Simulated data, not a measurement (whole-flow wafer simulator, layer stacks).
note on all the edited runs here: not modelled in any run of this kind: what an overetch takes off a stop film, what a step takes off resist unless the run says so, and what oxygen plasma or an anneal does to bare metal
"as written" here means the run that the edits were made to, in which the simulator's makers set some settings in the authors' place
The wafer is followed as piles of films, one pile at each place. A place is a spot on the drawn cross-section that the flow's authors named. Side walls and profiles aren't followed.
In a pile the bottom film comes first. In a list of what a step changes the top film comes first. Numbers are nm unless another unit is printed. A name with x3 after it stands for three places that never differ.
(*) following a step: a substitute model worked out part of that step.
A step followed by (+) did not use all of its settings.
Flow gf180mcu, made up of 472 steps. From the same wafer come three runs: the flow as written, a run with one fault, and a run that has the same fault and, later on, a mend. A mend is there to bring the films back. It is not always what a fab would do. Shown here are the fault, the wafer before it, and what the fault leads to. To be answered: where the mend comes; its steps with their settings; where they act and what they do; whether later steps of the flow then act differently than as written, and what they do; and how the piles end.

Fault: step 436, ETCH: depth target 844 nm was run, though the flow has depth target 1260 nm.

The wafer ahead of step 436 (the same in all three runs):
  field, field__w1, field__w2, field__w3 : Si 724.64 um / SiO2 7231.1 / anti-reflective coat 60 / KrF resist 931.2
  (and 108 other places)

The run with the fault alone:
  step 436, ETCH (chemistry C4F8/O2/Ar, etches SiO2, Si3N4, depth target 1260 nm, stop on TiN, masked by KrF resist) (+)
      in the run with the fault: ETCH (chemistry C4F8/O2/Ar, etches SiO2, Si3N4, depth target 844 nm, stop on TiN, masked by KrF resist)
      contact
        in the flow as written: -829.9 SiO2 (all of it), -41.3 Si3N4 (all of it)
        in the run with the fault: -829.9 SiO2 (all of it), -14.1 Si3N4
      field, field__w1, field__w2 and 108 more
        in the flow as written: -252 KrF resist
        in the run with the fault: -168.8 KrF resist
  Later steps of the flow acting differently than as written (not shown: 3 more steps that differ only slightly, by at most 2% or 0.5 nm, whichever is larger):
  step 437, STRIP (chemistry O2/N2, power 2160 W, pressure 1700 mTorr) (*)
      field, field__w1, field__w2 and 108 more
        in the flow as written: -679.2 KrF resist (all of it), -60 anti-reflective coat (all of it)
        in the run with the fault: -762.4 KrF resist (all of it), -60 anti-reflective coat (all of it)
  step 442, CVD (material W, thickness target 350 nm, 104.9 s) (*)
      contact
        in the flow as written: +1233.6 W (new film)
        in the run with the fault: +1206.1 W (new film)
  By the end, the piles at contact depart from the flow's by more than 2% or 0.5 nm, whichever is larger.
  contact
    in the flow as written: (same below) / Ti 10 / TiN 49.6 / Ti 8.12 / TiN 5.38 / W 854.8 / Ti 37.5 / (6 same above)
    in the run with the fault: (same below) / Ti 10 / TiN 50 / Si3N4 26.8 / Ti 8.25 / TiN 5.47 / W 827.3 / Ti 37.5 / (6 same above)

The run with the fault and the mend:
  The mend follows step 436.
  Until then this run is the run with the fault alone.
  step 436a, ETCH (chemistry C4F8/O2/Ar, etches SiO2, Si3N4, depth target 416 nm, stop on TiN, masked by KrF resist) (+) (a further turn of the flow's step 436, with different settings)
      field, field__w1, field__w2 and 108 more
        -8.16 KrF resist
      contact
        -27.2 Si3N4 (all of it)
  Later steps of the flow acting differently than as written:
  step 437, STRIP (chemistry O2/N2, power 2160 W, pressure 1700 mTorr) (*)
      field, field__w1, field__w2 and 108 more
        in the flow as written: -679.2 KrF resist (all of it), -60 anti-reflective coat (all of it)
        in the run with the mend: -754.2 KrF resist (all of it), -60 anti-reflective coat (all of it)
  By the end, the piles equal the flow's at every place that both follow.
